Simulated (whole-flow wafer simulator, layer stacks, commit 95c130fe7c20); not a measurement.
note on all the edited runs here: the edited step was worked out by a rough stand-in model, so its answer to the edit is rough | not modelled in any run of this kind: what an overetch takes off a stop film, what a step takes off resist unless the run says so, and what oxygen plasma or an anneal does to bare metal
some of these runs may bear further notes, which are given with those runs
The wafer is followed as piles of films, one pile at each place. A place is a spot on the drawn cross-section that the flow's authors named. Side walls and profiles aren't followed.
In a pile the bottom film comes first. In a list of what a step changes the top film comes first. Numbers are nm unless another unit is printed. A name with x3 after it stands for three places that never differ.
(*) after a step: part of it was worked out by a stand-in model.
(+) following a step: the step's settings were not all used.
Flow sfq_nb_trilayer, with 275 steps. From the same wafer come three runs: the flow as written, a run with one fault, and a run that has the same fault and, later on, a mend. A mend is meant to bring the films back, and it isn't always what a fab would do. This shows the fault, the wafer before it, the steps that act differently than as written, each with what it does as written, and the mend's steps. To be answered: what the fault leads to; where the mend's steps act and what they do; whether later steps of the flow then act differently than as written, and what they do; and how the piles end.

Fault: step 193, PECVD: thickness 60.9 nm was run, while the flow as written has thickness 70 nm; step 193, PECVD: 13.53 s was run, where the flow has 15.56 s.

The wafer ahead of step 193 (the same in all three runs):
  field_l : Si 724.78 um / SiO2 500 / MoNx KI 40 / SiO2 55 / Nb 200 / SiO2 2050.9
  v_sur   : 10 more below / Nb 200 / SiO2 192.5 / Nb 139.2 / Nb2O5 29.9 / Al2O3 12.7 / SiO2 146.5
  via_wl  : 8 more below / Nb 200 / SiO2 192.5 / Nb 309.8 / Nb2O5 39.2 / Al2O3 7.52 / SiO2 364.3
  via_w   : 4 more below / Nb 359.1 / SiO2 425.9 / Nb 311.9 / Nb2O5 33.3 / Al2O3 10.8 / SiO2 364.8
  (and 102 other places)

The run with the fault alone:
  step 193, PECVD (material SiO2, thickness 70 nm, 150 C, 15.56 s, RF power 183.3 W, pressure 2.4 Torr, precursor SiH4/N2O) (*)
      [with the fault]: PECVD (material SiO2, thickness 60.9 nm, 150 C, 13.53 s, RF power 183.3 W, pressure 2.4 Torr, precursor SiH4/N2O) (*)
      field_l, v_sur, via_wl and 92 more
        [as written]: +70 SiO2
        [with the fault]: +60.9 SiO2
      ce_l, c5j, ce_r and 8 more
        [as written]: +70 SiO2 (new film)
        [with the fault]: +60.9 SiO2 (new film)
  Steps further on in the flow that do not act as written (13 more steps, not shown, differ only slightly: by at most 2% or 0.5 nm, whichever is larger):
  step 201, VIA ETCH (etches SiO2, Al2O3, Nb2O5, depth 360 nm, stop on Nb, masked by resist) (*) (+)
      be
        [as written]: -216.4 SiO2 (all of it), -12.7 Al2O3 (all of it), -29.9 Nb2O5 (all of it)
        [with the fault]: -207.3 SiO2 (all of it), -12.7 Al2O3 (all of it), -29.9 Nb2O5 (all of it)
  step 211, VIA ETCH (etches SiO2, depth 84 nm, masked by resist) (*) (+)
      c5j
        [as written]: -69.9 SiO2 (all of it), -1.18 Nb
        [with the fault]: -60.8 SiO2 (all of it), -1.93 Nb
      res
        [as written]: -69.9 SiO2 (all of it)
        [with the fault]: -60.8 SiO2 (all of it)
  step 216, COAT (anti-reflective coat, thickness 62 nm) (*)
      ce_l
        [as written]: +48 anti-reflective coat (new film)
        [with the fault]: +50.3 anti-reflective coat (new film)
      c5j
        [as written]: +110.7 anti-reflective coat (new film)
        [with the fault]: +104.8 anti-reflective coat (new film)
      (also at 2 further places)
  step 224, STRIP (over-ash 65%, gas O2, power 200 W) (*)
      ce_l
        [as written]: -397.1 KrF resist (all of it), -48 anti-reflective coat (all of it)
        [with the fault]: -395.9 KrF resist (all of it), -50.3 anti-reflective coat (all of it)
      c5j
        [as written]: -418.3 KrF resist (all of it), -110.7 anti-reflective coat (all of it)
        [with the fault]: -414.2 KrF resist (all of it), -104.8 anti-reflective coat (all of it)
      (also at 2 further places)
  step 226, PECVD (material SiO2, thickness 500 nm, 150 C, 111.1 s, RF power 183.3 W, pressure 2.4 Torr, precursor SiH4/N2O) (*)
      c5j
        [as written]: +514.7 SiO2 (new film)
        [with the fault]: +503.5 SiO2 (new film)
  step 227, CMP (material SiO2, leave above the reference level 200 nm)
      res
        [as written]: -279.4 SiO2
        [with the fault]: -290.3 SiO2
  At v_sur, via_wl, via_w and 20 more, the piles at the end differ from the flow's by more than 2% or 0.5 nm, whichever is larger.
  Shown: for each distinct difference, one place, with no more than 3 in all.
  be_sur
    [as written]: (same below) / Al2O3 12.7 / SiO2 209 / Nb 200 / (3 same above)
    [with the fault]: (same below) / Al2O3 12.7 / SiO2 199.9 / Nb 200 / (3 same above)
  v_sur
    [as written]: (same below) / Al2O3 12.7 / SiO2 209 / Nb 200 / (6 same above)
    [with the fault]: (same below) / Al2O3 12.7 / SiO2 199.9 / Nb 200 / (6 same above)
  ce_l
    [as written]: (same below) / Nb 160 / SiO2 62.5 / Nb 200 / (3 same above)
    [with the fault]: (same below) / Nb 160 / SiO2 53.4 / Nb 200 / (3 same above)

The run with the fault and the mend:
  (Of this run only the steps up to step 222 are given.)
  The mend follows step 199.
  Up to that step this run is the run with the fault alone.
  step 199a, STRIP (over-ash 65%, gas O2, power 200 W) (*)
      p4_fl x3, p4_w1 x9, p4_g1 x2 and 33 more
        -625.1 KrF resist (all of it), -62 anti-reflective coat (all of it)
      wl_b_m5, wl_b_sr, wl_c_sl and 12 more
        -625 KrF resist (all of it), -62 anti-reflective coat (all of it)
      field_l, v_sur, via_wl, via_w
        -625.7 KrF resist (all of it), -62.2 anti-reflective coat (all of it)
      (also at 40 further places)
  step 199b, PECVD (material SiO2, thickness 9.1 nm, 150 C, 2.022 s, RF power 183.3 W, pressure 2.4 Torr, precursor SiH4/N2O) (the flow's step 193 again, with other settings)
      field_l, v_sur, via_wl and 103 more
        +9.1 SiO2
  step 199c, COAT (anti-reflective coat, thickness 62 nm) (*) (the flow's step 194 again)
      p4_fl x3, p4_w1 x9, p4_g1 x2 and 50 more
        +62 anti-reflective coat (new film)
      via_wr, via_sp, via_v, wire, lsp_r, l0_sur, l0v
        +62.3 anti-reflective coat (new film)
      be, be_sur, gap, lsp_m, ln_m6
        +62.4 anti-reflective coat (new film)
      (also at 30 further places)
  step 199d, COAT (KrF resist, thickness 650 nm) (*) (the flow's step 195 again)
      p4_fl x3, p4_w1 x9, p4_g1 x2 and 33 more
        +650 KrF resist (new film)
      wl_b_m5, wl_b_sr, wl_c_sl and 12 more
        +649.9 KrF resist (new film)
      v_sur, via_wl, via_w
        +650.6 KrF resist (new film)
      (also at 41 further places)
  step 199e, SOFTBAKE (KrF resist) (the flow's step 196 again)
      does not change any film at any place that is followed
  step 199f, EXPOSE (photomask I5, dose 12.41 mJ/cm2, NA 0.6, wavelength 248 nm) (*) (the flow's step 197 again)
      does not change any film at any place that is followed
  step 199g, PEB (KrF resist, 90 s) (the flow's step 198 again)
      field_l, v_sur, via_wl and 87 more
        -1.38 KrF resist
      jj_sur, ce_l, sp_r, moat, field_r, wl_jj
        -1.39 KrF resist
      be_r, r_sur, res, r_end
        -1.33 KrF resist
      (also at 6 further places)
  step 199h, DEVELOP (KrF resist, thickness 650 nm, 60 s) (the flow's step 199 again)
      field_l, v_sur, via_wl and 102 more
        -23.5 KrF resist
      be
        -649.8 KrF resist (all of it)
  Later steps of the flow up to step 222 that are run all act as written at every place that is followed, up to a difference of at most 2% or 0.5 nm, whichever is larger.
  Once step 222 is done, the piles differ only a little from the flow's at the places that both follow, at most by 2% or 0.5 nm, whichever is larger.
